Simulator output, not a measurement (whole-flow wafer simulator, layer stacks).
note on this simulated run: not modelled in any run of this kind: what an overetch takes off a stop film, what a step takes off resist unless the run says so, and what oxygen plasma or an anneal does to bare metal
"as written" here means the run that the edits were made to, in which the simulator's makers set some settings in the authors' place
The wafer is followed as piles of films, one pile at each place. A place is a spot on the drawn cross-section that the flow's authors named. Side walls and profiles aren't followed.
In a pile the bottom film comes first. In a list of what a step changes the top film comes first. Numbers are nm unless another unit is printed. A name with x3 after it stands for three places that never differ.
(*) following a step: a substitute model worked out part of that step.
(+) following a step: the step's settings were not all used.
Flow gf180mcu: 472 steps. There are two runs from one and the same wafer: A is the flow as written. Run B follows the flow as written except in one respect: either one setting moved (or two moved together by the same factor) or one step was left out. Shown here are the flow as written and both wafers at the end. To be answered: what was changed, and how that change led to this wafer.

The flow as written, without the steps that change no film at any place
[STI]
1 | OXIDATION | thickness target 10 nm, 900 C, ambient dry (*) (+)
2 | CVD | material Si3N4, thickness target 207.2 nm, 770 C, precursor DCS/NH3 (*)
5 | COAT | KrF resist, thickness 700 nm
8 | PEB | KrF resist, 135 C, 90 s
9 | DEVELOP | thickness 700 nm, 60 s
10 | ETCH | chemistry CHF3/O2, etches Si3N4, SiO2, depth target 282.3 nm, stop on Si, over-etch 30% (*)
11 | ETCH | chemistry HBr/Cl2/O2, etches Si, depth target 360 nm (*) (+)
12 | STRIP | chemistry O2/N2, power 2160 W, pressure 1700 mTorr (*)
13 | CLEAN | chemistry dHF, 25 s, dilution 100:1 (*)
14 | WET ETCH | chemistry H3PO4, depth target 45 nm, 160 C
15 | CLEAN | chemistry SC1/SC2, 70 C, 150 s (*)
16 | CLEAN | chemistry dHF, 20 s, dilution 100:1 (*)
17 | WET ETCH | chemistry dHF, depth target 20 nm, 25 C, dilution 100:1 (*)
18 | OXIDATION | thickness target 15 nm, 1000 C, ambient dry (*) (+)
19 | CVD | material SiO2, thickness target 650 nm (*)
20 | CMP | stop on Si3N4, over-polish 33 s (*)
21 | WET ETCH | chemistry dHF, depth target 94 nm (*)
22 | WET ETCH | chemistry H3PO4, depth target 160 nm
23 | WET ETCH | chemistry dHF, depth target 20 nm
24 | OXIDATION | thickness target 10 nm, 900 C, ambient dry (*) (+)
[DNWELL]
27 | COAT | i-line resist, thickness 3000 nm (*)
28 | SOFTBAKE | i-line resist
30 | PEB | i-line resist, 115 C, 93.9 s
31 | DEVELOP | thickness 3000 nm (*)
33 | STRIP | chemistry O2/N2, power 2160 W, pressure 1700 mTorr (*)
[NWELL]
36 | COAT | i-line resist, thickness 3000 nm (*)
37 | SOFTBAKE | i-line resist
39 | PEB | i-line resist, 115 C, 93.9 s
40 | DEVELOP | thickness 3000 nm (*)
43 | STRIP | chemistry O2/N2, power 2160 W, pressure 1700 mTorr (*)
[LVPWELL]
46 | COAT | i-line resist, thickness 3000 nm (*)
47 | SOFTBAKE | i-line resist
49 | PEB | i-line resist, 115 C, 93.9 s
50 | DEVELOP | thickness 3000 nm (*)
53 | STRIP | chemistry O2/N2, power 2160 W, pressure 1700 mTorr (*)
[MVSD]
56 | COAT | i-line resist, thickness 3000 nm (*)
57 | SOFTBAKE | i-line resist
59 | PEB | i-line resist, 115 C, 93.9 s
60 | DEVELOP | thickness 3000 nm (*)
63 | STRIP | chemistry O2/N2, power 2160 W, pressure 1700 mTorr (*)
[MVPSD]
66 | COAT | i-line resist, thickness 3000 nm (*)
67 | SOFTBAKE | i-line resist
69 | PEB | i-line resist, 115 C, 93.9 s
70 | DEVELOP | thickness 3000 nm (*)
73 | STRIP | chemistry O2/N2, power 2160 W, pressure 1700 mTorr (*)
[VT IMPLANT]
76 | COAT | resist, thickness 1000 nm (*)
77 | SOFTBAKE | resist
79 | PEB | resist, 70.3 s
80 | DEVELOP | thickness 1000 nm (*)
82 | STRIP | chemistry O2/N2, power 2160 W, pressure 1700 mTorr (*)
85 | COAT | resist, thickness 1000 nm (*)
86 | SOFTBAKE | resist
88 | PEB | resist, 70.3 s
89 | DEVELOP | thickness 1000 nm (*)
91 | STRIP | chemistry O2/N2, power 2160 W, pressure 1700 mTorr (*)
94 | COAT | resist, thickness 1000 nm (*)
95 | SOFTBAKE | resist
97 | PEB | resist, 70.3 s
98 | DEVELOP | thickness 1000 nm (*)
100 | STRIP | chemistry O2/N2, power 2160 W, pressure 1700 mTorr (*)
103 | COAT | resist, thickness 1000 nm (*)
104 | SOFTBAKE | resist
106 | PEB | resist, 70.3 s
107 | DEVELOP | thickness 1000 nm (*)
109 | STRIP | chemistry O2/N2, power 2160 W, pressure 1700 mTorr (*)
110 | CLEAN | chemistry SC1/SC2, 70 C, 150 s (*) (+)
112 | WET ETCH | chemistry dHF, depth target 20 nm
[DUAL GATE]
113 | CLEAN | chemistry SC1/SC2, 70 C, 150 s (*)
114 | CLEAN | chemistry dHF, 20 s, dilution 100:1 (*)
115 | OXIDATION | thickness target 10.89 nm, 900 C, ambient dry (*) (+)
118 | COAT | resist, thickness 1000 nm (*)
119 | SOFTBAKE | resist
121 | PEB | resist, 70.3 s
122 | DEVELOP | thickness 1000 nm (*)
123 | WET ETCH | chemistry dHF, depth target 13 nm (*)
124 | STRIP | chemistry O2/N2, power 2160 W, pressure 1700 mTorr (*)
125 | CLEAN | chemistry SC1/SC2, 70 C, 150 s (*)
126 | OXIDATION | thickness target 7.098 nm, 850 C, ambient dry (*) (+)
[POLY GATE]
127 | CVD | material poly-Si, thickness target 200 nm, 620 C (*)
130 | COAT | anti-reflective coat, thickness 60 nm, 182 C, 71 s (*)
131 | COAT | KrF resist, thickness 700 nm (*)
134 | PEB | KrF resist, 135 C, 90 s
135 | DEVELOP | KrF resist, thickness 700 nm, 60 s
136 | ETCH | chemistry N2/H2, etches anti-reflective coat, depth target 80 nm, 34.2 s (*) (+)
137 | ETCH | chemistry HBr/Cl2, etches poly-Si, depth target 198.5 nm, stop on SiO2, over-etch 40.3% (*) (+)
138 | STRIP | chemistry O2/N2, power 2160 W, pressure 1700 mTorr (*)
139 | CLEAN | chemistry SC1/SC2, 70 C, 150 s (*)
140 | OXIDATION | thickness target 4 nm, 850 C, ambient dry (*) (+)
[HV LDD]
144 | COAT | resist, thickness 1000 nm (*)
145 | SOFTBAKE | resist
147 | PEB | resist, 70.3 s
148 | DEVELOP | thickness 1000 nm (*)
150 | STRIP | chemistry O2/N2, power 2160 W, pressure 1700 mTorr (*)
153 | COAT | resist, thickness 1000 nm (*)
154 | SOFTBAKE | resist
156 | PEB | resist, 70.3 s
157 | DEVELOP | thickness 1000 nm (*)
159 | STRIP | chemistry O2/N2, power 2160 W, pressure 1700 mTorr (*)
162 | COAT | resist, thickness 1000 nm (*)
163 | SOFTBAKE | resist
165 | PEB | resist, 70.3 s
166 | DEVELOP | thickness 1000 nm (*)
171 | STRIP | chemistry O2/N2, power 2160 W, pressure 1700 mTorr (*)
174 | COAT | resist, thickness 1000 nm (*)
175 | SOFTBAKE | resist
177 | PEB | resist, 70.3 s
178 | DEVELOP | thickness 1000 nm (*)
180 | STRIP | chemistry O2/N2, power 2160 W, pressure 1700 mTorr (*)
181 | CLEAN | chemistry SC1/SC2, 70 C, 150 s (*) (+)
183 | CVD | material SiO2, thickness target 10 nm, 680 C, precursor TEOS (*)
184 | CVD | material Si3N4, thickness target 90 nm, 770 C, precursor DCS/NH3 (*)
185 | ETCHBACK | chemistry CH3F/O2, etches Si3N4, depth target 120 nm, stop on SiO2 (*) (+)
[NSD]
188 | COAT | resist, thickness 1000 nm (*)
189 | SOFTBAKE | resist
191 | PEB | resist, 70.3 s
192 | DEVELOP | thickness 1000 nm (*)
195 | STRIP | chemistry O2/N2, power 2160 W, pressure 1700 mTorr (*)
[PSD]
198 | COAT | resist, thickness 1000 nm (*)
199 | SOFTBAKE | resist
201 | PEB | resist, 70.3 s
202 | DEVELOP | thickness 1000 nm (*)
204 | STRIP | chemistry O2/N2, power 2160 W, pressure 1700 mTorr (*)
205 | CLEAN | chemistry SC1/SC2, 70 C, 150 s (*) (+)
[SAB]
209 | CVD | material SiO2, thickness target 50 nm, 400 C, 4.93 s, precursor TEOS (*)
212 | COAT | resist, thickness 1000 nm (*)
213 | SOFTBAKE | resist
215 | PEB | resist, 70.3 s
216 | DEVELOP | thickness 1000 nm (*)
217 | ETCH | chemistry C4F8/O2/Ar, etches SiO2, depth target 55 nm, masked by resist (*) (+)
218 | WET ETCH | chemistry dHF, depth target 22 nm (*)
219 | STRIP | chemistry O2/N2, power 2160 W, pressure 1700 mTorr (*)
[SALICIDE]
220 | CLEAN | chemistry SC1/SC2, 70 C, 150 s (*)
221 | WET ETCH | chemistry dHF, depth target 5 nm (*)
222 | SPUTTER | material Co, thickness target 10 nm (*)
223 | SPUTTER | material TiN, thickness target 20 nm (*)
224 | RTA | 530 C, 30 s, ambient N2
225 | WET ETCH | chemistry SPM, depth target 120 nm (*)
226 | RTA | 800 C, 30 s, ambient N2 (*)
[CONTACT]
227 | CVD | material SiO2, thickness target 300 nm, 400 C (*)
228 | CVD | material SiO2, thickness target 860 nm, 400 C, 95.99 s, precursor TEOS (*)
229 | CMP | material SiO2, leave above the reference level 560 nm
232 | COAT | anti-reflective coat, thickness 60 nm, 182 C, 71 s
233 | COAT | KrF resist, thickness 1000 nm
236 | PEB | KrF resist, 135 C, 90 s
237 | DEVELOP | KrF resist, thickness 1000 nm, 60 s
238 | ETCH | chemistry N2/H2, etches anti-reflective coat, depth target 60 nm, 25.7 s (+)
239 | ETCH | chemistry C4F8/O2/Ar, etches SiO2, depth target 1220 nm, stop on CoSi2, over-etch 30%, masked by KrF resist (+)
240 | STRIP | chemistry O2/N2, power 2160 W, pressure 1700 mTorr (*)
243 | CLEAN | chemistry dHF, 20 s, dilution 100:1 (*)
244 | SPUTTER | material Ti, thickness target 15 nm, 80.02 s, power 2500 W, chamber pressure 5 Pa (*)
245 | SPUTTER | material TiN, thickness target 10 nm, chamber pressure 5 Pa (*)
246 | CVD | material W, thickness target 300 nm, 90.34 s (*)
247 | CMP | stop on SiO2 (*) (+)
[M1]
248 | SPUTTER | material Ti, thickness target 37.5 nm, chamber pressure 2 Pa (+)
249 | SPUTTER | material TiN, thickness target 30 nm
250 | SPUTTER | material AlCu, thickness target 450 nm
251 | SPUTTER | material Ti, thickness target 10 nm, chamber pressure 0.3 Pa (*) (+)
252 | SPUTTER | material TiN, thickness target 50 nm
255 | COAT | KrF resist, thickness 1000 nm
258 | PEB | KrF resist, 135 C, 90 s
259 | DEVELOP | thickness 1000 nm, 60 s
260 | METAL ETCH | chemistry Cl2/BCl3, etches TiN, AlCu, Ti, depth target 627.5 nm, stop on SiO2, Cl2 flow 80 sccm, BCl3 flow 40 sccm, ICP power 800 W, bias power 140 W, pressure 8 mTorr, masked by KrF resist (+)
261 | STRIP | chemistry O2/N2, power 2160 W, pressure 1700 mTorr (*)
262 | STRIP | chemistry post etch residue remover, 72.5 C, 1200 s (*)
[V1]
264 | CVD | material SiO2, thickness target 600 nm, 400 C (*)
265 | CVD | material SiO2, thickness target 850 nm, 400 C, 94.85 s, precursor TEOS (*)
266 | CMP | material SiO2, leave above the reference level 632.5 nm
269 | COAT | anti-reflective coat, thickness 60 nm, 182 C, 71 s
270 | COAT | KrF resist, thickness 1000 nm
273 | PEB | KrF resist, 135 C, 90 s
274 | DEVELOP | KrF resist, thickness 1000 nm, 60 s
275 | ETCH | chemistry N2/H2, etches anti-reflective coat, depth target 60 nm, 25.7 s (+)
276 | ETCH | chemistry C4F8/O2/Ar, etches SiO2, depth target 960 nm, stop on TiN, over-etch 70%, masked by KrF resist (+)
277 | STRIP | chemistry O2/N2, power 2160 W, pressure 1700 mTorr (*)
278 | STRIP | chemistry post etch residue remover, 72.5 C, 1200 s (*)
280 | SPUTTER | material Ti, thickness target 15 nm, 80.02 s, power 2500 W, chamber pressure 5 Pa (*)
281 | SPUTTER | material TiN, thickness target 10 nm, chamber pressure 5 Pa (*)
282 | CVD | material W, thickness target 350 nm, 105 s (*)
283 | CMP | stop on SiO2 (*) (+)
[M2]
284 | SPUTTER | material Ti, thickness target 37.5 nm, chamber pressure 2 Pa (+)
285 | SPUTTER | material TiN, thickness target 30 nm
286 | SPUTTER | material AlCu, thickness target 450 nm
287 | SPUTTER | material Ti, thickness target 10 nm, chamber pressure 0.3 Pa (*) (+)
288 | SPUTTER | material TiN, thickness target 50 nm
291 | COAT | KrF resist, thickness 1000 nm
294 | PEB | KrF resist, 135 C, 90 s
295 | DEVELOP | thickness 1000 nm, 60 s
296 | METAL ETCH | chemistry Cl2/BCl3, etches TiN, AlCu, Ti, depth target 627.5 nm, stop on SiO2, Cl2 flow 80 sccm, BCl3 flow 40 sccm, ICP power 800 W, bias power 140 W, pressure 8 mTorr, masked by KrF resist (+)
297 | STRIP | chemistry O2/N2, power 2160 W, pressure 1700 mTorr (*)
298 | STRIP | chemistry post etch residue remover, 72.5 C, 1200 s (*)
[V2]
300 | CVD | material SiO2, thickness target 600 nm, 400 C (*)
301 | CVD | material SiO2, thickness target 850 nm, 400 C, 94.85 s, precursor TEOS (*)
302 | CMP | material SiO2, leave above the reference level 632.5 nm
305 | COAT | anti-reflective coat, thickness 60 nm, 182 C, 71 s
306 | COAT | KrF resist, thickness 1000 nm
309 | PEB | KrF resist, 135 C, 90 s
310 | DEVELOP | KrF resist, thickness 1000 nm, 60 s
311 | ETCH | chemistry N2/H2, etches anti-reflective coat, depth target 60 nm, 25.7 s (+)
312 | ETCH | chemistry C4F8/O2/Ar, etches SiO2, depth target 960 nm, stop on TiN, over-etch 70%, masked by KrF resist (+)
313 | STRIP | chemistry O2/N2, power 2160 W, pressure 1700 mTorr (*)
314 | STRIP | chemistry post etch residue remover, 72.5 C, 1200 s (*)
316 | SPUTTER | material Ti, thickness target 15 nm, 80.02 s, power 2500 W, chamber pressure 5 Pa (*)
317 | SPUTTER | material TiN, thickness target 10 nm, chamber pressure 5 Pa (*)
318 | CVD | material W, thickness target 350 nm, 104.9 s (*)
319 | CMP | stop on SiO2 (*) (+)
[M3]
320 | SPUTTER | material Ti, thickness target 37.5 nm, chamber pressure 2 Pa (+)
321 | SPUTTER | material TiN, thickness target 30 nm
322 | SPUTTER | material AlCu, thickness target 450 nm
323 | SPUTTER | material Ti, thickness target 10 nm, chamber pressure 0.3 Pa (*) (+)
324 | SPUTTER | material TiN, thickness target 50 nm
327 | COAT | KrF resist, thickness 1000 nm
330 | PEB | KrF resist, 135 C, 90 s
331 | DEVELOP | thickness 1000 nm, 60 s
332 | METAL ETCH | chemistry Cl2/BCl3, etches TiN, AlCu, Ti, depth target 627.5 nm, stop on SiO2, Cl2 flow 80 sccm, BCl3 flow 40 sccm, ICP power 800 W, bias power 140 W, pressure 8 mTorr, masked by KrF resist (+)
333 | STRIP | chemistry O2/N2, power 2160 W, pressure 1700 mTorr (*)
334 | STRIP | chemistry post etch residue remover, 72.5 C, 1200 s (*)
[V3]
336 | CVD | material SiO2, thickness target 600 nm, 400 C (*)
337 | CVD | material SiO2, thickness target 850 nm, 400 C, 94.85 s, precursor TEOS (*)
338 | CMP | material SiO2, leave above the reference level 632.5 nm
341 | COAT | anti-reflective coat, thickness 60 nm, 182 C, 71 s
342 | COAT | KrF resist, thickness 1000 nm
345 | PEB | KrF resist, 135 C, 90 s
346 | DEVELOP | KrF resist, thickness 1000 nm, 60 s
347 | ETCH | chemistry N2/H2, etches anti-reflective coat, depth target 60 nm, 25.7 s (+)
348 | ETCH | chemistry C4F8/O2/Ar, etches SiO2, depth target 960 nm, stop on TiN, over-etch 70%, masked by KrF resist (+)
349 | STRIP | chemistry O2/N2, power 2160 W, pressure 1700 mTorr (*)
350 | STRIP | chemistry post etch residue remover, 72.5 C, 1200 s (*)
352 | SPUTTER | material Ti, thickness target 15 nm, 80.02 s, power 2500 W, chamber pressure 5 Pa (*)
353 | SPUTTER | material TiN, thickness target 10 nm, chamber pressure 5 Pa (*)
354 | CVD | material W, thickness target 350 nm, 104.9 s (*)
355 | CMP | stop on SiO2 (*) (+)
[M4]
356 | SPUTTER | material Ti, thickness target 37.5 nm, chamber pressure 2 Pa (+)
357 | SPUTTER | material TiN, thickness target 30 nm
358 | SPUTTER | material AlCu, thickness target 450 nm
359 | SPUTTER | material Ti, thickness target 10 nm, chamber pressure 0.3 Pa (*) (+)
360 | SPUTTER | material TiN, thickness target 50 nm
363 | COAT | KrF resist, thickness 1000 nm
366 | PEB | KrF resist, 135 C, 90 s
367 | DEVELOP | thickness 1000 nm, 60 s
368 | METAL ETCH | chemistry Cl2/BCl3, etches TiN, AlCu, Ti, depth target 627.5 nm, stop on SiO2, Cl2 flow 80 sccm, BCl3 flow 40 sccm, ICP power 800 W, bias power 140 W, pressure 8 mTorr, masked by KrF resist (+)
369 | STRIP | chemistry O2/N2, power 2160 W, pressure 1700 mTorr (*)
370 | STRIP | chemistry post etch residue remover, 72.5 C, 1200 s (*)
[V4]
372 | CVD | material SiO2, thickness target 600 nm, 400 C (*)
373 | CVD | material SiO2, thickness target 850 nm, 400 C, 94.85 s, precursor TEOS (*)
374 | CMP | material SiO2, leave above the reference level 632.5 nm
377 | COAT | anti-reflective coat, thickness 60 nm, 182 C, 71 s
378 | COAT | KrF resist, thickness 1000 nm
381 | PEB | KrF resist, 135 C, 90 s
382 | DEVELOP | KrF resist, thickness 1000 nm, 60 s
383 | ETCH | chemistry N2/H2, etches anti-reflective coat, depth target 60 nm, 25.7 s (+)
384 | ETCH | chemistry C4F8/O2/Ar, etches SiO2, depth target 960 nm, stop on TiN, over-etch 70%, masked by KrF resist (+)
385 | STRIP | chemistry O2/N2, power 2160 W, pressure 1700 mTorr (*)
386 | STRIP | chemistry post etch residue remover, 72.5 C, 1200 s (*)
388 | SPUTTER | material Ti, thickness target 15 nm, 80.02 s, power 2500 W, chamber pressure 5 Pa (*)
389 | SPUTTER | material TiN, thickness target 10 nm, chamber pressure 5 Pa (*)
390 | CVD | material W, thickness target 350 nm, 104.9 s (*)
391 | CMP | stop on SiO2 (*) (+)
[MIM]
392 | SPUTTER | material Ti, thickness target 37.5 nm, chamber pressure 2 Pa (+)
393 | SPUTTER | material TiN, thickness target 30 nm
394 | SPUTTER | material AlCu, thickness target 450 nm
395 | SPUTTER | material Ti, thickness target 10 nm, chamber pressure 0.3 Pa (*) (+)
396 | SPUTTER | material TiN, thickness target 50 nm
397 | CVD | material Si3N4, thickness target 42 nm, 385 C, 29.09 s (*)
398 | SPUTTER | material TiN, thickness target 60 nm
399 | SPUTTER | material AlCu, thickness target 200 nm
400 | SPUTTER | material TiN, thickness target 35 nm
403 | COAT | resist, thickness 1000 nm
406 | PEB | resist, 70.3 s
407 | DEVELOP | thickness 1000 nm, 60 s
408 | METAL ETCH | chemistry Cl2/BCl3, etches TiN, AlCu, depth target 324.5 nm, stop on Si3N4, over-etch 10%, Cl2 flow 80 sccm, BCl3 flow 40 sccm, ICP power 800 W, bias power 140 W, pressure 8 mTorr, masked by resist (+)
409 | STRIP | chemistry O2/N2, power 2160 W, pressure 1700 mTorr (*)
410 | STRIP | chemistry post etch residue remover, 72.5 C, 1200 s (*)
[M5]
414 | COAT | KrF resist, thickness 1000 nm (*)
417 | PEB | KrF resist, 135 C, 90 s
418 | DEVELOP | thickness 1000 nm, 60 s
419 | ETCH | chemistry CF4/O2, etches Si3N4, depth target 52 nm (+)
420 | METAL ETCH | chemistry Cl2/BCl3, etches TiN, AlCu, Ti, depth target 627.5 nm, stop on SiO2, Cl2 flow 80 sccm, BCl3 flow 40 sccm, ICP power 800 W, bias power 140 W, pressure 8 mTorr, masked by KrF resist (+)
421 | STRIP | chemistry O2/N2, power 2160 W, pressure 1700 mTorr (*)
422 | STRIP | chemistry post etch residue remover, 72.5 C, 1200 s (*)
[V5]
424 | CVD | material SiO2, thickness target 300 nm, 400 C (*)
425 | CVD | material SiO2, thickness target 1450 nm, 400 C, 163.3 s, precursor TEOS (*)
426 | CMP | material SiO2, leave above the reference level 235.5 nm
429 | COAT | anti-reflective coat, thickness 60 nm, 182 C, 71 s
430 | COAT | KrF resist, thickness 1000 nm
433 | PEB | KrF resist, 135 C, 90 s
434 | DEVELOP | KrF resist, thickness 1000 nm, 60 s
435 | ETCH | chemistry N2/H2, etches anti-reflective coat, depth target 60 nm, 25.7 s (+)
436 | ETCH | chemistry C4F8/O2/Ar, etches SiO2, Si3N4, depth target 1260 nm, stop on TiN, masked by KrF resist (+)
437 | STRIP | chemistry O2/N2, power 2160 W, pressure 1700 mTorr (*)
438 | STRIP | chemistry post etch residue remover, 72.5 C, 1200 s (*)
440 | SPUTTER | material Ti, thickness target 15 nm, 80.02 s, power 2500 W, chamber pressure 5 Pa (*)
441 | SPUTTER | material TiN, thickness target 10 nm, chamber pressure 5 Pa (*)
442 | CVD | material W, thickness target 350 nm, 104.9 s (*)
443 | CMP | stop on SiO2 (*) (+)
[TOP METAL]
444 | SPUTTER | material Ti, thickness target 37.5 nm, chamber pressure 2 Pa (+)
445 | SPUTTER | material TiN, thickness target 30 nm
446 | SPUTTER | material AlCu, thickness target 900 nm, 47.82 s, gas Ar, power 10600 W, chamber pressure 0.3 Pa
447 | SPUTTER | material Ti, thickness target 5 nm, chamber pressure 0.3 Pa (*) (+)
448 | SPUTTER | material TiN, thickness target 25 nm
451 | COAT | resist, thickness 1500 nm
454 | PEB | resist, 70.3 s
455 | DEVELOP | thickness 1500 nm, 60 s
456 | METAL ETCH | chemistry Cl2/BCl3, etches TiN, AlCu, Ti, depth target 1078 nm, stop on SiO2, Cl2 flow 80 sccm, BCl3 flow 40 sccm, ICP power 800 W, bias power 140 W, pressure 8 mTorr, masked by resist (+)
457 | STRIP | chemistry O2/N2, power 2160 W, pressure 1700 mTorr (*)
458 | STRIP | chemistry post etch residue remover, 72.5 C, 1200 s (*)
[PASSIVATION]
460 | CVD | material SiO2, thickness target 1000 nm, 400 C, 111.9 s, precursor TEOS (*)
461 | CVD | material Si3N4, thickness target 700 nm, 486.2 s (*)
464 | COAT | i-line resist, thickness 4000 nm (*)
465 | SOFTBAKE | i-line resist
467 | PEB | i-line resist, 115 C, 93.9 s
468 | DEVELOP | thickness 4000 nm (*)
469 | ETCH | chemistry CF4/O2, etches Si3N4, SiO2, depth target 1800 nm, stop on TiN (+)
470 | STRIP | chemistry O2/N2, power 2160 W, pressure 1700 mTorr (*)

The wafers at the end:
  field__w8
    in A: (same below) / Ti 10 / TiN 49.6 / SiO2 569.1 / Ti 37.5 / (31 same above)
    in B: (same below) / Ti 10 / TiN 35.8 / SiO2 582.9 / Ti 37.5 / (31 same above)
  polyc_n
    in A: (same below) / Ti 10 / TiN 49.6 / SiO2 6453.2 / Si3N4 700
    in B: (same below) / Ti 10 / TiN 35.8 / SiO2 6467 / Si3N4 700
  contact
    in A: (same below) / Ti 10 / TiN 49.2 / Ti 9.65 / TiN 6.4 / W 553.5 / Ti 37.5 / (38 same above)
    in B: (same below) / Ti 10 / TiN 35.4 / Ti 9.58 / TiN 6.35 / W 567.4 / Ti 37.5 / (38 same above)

The reason: step 252, SPUTTER: thickness target 36.2 nm was run, whereas the flow has thickness target 50 nm.

The path from the change to this, step by step:
  252 | SPUTTER | material TiN, thickness target 50 nm
      field, field__w1, field__w2 and 108 more: A TiN gains 50 (new film) | B TiN gains 36.2 (new film)
  260 | METAL ETCH | chemistry Cl2/BCl3, etches TiN, AlCu, Ti, depth target 627.5 nm, stop on SiO2, Cl2 flow 80 sccm, BCl3 flow 40 sccm, ICP power 800 W, bias power 140 W, pressure 8 mTorr, masked by KrF resist (+)
      field, field__w1, field__w2 and 99 more: A TiN loses 50 (all of it), Ti loses 10 (all of it), AlCu loses 450 (all of it), TiN loses 30 (all of it), Ti loses 37.5 (all of it) | B TiN loses 36.2 (all of it), Ti loses 10 (all of it), AlCu loses 450 (all of it), TiN loses 30 (all of it), Ti loses 37.5 (all of it)
  276 | ETCH | chemistry C4F8/O2/Ar, etches SiO2, depth target 960 nm, stop on TiN, over-etch 70%, masked by KrF resist (+)
      contact: A SiO2 loses 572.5 (all of it) | B SiO2 loses 586.3 (all of it)
